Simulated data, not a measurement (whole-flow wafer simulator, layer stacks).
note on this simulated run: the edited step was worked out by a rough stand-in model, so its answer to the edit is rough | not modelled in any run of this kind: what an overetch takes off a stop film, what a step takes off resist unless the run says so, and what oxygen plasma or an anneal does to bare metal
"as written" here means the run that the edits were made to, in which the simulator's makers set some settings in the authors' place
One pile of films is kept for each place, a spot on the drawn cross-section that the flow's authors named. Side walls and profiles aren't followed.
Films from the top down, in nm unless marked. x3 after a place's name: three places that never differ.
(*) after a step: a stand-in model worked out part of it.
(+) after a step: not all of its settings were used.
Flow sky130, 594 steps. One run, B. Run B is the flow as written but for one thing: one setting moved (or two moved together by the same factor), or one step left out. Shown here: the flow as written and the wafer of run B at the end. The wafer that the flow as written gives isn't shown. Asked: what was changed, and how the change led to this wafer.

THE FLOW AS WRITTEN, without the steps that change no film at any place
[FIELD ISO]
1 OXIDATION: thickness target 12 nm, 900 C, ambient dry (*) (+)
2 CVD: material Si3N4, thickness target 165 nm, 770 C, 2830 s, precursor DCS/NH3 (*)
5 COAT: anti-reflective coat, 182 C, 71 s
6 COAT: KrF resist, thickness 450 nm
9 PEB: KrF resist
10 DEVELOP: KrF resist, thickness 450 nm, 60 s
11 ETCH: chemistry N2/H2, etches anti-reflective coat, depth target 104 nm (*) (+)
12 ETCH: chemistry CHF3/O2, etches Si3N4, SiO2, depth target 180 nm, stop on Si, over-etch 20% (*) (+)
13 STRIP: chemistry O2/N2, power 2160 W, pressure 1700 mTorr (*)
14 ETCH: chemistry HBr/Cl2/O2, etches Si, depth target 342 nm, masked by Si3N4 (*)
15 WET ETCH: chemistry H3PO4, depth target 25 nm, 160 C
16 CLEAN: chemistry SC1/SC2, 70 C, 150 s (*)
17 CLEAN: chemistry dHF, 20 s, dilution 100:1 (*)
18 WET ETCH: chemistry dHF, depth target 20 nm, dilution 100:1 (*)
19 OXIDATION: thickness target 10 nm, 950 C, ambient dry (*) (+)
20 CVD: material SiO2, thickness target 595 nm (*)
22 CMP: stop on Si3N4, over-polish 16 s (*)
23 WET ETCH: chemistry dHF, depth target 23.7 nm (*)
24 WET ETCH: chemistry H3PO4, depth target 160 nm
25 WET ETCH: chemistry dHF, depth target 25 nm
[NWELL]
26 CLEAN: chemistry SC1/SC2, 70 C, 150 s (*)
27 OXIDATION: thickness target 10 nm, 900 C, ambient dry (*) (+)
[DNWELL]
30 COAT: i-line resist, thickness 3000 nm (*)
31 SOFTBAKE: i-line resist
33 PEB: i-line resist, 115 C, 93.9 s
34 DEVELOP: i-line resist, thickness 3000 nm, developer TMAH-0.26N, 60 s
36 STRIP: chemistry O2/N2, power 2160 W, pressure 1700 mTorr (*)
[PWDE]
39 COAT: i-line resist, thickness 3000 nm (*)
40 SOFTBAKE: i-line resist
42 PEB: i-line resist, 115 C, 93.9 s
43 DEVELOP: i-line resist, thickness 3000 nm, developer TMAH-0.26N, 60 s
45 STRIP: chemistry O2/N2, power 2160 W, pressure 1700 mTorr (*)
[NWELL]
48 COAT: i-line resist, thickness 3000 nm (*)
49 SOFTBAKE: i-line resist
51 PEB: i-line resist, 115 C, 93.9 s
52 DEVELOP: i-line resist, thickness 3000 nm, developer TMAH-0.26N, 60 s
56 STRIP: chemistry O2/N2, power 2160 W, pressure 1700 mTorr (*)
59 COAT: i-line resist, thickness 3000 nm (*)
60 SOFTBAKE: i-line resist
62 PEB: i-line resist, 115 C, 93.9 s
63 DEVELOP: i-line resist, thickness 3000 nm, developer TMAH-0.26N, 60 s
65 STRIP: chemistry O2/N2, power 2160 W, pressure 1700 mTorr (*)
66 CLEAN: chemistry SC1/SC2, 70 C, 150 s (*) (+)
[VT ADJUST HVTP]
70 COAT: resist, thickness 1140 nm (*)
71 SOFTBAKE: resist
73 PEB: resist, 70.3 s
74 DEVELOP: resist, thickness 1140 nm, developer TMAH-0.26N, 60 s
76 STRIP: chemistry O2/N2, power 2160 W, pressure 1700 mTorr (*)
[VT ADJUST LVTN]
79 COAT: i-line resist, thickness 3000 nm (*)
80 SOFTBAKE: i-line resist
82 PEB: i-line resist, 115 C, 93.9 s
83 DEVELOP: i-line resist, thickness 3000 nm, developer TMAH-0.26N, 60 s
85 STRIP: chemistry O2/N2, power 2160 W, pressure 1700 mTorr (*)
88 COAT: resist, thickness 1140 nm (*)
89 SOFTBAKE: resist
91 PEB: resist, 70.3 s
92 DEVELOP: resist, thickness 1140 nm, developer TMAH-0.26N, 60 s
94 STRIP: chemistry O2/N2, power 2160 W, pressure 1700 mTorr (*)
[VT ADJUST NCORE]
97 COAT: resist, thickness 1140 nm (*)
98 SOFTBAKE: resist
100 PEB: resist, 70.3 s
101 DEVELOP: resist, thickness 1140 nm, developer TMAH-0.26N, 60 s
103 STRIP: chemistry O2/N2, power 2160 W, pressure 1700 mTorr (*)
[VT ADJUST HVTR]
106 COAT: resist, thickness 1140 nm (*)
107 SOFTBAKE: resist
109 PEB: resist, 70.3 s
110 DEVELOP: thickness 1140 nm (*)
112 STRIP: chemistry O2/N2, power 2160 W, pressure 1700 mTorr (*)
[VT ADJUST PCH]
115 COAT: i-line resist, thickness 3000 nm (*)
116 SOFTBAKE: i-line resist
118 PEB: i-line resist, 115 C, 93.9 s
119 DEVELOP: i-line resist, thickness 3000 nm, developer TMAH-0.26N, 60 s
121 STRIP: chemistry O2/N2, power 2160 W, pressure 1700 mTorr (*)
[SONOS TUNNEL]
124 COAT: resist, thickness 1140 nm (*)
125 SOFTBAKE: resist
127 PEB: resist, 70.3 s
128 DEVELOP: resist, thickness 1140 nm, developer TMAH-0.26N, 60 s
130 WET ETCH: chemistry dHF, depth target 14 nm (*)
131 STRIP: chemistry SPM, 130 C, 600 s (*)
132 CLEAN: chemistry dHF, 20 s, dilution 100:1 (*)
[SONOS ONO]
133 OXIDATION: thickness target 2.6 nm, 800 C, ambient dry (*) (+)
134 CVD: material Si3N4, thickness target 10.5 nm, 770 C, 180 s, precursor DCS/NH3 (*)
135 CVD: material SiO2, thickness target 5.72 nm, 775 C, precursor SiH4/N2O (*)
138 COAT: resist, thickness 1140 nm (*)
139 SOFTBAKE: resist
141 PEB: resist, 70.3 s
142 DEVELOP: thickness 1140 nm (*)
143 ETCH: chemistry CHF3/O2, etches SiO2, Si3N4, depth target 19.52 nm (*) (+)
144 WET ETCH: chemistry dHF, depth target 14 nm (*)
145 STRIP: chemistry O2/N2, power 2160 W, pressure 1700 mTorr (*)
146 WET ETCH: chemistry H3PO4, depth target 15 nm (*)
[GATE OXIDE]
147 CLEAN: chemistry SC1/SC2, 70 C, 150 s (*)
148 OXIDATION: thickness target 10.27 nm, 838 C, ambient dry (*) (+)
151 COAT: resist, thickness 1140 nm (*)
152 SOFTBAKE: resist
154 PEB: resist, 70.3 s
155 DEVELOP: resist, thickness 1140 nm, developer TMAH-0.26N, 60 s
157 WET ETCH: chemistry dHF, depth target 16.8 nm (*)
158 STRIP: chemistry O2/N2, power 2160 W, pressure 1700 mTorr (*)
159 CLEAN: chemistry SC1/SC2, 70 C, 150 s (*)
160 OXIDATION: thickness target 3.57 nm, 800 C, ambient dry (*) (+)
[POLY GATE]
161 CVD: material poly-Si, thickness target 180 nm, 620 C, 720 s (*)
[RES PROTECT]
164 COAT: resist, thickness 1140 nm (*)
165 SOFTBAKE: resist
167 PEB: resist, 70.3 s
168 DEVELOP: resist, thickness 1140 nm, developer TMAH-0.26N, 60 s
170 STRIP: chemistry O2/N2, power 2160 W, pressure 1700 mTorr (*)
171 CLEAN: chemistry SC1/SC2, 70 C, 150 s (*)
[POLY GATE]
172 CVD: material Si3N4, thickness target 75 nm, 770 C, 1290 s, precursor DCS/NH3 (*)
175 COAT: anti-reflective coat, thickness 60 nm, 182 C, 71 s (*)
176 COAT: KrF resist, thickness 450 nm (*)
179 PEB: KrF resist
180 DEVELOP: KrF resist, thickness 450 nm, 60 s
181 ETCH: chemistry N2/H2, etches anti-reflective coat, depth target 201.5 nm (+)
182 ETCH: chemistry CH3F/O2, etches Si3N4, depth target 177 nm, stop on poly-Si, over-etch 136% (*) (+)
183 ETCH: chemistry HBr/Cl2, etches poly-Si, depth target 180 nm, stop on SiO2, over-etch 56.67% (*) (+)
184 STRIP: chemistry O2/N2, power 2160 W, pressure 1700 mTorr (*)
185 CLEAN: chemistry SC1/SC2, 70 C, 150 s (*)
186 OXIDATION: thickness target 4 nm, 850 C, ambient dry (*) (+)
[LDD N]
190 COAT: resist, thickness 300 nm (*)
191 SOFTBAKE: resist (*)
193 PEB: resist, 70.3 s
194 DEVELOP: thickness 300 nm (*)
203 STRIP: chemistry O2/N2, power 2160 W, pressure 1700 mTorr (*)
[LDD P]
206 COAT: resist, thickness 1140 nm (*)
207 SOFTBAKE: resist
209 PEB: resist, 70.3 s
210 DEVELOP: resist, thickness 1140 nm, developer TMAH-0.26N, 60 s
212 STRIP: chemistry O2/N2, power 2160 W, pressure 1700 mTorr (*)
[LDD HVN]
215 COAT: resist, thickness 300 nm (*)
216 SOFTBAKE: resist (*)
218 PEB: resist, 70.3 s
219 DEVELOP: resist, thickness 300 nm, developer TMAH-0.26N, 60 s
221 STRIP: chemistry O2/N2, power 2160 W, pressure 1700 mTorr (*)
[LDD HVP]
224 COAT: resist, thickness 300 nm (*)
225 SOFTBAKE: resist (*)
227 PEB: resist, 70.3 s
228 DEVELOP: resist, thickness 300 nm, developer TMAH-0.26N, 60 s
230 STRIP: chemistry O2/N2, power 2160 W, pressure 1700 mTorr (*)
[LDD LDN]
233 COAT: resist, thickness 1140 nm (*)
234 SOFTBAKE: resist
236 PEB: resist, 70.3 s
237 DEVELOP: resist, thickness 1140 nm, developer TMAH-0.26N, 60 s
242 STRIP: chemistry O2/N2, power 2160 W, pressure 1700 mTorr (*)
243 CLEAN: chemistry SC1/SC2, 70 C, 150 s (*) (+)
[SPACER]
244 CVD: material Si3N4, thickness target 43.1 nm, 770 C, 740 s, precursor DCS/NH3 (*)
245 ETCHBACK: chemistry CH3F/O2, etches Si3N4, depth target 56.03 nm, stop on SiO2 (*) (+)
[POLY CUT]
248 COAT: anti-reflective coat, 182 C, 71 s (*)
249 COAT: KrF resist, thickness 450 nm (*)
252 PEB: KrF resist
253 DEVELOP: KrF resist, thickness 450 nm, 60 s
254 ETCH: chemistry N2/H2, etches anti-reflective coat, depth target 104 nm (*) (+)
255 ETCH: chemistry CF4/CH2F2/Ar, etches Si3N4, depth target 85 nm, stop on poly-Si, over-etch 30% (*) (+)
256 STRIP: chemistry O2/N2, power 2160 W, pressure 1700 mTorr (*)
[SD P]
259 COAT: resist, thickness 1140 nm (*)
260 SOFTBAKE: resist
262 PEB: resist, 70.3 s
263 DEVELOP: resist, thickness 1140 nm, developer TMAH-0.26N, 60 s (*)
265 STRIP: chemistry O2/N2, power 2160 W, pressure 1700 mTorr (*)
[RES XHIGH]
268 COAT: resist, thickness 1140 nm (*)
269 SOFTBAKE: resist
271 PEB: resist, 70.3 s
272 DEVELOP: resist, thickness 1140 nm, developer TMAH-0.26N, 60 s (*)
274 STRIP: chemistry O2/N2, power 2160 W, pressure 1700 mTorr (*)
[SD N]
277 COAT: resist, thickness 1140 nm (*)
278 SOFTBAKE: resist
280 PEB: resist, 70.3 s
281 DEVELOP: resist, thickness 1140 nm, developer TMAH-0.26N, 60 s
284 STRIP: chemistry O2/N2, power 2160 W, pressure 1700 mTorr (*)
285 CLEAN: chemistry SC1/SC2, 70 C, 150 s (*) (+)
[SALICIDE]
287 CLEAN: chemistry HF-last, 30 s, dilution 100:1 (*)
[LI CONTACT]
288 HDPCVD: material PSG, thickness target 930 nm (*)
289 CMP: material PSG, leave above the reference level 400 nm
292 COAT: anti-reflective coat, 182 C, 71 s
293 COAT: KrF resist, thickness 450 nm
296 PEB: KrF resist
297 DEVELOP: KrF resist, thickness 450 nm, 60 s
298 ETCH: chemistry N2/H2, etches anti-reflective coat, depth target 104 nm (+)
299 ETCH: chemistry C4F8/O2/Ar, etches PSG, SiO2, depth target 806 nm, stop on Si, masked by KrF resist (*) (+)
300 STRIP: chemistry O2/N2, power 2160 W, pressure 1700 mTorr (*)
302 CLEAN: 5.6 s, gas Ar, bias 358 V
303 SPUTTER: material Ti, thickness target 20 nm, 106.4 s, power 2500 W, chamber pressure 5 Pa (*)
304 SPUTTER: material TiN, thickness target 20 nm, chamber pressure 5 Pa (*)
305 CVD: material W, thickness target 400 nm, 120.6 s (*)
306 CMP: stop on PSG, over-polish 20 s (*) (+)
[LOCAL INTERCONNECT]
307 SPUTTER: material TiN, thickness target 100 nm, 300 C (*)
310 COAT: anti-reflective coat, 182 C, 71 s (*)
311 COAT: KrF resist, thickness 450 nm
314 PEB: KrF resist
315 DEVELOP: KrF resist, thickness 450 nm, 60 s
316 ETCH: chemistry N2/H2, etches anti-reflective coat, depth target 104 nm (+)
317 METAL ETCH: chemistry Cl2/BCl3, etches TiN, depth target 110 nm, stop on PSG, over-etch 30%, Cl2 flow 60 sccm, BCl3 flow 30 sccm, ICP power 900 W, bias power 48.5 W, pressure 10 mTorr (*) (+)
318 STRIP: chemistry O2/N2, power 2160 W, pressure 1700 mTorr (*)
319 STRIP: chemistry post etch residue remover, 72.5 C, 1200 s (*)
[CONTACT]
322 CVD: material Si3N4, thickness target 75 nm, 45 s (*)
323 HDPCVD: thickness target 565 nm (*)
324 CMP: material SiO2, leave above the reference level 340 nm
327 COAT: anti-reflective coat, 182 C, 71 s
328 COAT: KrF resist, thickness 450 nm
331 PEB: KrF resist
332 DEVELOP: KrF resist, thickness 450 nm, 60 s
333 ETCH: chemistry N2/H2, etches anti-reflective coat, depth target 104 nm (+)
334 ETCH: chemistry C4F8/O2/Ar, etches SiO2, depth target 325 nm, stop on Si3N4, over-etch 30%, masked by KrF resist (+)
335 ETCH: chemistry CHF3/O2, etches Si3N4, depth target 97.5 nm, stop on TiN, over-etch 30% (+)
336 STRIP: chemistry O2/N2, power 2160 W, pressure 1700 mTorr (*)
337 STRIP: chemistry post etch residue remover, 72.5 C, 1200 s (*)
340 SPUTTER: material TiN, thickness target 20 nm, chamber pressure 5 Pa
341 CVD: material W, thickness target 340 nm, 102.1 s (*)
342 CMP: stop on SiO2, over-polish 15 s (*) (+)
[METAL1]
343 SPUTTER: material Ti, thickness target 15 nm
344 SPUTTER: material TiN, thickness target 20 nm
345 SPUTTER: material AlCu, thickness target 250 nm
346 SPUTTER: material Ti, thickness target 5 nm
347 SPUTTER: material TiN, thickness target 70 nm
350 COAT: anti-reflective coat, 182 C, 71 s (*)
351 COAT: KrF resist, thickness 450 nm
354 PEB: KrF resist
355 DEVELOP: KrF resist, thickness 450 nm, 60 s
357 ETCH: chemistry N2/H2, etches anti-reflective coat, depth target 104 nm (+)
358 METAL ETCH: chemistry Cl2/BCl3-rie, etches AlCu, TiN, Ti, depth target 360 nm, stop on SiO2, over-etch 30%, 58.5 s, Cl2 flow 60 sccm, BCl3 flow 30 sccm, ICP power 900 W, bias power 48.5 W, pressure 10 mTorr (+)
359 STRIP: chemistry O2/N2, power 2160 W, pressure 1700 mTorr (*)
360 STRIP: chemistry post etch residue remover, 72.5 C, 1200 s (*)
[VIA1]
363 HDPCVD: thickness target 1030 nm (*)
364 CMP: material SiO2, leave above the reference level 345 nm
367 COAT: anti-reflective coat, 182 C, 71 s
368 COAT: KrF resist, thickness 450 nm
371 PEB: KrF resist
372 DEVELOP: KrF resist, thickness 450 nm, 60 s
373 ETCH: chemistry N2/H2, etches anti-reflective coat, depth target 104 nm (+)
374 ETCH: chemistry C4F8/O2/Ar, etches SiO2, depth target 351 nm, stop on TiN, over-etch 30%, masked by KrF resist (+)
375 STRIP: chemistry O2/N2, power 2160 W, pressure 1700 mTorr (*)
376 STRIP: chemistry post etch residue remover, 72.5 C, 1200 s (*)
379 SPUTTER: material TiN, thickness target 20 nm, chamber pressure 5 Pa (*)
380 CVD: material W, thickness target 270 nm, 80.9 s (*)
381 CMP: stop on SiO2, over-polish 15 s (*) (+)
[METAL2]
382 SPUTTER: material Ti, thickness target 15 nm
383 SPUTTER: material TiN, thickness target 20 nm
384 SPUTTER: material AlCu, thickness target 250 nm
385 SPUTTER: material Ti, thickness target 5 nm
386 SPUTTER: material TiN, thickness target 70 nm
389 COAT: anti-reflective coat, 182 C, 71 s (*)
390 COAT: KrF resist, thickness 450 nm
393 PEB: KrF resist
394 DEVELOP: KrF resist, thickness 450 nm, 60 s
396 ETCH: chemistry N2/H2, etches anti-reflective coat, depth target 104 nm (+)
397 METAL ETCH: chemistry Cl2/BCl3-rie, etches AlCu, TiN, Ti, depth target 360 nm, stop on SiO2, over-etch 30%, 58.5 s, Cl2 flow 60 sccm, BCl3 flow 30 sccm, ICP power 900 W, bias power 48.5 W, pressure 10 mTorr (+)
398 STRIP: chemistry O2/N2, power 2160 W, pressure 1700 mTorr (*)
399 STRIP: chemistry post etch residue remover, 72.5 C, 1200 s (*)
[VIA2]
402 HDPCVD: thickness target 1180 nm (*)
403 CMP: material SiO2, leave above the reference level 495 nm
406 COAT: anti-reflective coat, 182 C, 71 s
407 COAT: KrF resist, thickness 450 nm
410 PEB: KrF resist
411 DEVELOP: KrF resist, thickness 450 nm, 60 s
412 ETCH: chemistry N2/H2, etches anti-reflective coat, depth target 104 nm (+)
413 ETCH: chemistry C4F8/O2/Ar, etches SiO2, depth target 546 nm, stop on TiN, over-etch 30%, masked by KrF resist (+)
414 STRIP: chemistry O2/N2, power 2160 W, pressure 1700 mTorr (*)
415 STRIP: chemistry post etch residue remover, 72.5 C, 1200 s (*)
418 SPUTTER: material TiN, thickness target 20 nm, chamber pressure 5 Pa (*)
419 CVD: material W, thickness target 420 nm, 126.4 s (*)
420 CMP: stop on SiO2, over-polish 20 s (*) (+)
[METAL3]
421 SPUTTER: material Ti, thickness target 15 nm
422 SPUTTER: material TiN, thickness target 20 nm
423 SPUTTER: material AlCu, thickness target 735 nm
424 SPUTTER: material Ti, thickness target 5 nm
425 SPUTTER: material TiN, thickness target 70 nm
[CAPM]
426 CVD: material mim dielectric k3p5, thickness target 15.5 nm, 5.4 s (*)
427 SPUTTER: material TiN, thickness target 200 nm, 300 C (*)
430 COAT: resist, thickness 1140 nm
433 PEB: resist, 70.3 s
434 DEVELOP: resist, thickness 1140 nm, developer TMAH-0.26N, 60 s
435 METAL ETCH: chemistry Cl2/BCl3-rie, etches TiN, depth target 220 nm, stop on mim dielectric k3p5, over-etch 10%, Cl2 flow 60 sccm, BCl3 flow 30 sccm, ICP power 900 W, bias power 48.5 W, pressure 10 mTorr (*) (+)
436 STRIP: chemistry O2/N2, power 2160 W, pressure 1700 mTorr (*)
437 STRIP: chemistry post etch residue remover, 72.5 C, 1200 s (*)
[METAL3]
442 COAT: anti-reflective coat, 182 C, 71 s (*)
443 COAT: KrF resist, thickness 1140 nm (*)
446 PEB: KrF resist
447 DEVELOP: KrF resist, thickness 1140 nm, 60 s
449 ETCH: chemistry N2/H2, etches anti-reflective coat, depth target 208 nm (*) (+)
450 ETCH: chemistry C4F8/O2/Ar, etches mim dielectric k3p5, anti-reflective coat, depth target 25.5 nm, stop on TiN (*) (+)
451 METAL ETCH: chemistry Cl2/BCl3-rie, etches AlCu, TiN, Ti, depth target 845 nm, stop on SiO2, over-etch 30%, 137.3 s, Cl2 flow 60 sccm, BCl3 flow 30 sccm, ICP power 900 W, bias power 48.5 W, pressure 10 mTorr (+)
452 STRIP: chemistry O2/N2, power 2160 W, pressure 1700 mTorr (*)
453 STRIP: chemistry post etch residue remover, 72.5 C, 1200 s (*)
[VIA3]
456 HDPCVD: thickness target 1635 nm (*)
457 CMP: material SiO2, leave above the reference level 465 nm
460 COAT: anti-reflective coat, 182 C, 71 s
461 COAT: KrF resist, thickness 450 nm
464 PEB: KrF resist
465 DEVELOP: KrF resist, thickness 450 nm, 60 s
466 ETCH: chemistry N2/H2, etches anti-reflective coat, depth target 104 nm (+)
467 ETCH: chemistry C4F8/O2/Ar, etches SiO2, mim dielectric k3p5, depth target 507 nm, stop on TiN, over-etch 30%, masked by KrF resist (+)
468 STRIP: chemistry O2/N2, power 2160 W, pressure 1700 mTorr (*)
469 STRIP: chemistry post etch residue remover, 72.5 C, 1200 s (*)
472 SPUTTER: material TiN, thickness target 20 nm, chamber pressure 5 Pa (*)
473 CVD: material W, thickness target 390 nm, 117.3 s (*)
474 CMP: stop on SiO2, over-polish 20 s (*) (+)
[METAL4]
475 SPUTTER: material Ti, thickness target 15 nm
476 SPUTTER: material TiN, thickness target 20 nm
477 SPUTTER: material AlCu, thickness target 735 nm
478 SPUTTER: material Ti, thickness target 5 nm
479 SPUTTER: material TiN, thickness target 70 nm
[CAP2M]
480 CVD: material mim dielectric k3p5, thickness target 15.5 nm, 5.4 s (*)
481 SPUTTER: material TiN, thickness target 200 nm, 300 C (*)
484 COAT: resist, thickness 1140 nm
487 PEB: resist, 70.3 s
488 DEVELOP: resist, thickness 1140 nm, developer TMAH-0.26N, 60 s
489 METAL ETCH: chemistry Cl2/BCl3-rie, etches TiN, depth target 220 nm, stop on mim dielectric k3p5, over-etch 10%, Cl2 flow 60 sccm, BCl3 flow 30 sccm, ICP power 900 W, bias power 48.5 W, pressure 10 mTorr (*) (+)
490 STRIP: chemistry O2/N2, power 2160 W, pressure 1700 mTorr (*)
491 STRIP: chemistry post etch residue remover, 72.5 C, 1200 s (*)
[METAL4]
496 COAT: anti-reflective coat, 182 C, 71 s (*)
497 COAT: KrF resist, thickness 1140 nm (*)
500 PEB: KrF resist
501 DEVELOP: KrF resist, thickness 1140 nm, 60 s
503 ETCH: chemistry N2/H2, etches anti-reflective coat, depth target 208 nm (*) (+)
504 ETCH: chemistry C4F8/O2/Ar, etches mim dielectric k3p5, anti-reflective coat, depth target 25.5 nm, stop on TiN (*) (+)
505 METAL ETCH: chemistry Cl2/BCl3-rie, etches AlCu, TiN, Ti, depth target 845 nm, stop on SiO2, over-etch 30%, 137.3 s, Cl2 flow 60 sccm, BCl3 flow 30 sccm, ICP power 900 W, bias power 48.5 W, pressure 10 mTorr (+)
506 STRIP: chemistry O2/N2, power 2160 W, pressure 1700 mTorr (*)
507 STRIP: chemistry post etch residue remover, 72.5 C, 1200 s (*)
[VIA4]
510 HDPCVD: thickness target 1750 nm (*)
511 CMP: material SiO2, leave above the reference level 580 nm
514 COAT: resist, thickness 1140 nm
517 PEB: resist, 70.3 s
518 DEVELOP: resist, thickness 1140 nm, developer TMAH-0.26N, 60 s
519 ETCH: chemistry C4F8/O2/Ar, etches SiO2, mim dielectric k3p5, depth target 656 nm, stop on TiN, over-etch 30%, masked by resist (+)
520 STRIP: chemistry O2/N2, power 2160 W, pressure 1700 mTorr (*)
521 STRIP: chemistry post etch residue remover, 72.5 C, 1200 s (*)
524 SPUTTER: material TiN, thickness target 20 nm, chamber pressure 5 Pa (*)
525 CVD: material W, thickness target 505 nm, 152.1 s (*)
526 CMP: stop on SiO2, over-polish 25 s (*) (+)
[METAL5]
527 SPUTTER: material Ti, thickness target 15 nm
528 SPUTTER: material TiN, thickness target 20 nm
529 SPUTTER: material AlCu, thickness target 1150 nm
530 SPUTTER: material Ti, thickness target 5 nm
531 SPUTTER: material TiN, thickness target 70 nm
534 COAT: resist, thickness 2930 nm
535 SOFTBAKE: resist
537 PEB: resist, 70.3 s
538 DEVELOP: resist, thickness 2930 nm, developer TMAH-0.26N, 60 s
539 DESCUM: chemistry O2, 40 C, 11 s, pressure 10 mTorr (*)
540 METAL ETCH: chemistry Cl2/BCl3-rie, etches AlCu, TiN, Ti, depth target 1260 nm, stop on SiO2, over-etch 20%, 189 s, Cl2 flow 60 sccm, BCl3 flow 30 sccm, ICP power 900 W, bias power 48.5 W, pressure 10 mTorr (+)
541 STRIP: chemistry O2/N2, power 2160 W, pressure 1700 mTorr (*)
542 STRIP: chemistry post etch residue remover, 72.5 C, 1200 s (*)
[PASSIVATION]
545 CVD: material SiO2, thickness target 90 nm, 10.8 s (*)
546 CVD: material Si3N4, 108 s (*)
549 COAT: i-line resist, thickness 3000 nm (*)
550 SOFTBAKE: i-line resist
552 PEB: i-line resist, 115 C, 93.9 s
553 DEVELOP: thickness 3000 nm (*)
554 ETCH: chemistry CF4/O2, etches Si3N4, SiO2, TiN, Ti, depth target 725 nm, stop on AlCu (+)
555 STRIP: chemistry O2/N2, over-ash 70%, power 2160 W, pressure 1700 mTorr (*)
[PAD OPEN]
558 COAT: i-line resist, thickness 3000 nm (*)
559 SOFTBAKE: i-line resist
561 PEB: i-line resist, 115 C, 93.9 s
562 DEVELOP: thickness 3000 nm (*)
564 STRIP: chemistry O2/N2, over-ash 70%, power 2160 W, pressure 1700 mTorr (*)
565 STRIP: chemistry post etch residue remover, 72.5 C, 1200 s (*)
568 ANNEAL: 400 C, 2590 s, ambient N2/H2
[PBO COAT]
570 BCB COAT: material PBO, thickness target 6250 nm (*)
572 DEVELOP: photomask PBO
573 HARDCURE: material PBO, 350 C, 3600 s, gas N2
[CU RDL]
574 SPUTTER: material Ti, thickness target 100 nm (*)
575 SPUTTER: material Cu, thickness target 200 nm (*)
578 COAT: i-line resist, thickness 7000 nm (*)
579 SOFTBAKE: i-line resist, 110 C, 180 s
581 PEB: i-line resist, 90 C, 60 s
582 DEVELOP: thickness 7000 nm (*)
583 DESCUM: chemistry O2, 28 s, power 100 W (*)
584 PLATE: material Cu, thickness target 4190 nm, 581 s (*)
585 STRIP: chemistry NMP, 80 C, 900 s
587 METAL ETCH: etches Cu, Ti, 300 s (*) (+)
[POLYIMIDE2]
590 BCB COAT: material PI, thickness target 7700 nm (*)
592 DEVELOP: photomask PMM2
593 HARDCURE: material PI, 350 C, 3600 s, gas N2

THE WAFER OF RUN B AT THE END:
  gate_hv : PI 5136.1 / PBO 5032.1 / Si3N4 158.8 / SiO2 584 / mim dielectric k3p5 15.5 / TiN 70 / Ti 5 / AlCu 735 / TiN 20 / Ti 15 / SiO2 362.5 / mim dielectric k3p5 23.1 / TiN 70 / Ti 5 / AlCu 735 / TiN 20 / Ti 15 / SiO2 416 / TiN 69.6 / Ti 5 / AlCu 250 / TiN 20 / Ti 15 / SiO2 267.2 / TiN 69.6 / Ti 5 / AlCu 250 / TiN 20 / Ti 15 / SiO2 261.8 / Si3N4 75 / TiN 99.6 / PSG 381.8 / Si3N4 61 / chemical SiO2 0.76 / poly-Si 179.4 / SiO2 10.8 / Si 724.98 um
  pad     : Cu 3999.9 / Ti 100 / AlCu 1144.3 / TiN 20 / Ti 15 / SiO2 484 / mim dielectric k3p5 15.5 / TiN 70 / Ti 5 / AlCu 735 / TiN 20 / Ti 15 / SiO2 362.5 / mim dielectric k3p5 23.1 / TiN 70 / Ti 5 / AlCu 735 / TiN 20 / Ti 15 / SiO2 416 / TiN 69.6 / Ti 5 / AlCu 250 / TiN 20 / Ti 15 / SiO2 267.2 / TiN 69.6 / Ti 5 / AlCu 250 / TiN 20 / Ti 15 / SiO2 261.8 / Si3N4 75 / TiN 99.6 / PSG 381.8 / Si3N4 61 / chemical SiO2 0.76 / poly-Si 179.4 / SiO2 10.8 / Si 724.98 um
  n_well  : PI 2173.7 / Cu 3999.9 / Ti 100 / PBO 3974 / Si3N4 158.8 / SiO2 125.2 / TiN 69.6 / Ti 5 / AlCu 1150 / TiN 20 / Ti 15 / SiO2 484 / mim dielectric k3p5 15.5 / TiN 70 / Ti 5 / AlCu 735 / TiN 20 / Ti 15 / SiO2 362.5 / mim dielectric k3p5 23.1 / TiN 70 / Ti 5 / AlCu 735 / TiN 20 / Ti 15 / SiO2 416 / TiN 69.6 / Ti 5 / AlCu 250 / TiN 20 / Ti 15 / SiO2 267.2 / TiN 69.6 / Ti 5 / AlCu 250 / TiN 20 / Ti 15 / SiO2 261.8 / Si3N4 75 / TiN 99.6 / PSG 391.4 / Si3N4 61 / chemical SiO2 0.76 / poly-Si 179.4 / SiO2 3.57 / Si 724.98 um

The cause: step 426, CVD: thickness target 23.1 nm was run, where the flow has thickness target 15.5 nm; step 426, CVD: 8.05 s was run, where the flow has 5.4 s.
It can be read off the wafer: gate_hv has mim dielectric k3p5 23.1, and step 426 as written asks for 15.5 nm.

How the change led to this, step by step:
  426 CVD: material mim dielectric k3p5, thickness target 15.5 nm, 5.4 s (*)
      field, active, n_well and 188 more: mim dielectric k3p5 +23.1 (new film) (as written it would be: mim dielectric k3p5 +15.5 (new film))
  450 ETCH: chemistry C4F8/O2/Ar, etches mim dielectric k3p5, anti-reflective coat, depth target 25.5 nm, stop on TiN (*) (+)
      n_well, p_well, gate_hv and 104 more: KrF resist -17 (as written it would be: KrF resist -15.5)
      field, active, gate and 82 more: mim dielectric k3p5 -23.1 (all of it) (as written it would be: mim dielectric k3p5 -15.5 (all of it))
  467 ETCH: chemistry C4F8/O2/Ar, etches SiO2, mim dielectric k3p5, depth target 507 nm, stop on TiN, over-etch 30%, masked by KrF resist (+)
      m1: SiO2 -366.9 (all of it), mim dielectric k3p5 -23.1 (all of it) (as written it would be: SiO2 -374.5 (all of it), mim dielectric k3p5 -15.5 (all of it))
      via3_hole: SiO2 -366.3 (all of it), mim dielectric k3p5 -23.1 (all of it) (as written it would be: SiO2 -373.9 (all of it), mim dielectric k3p5 -15.5 (all of it))
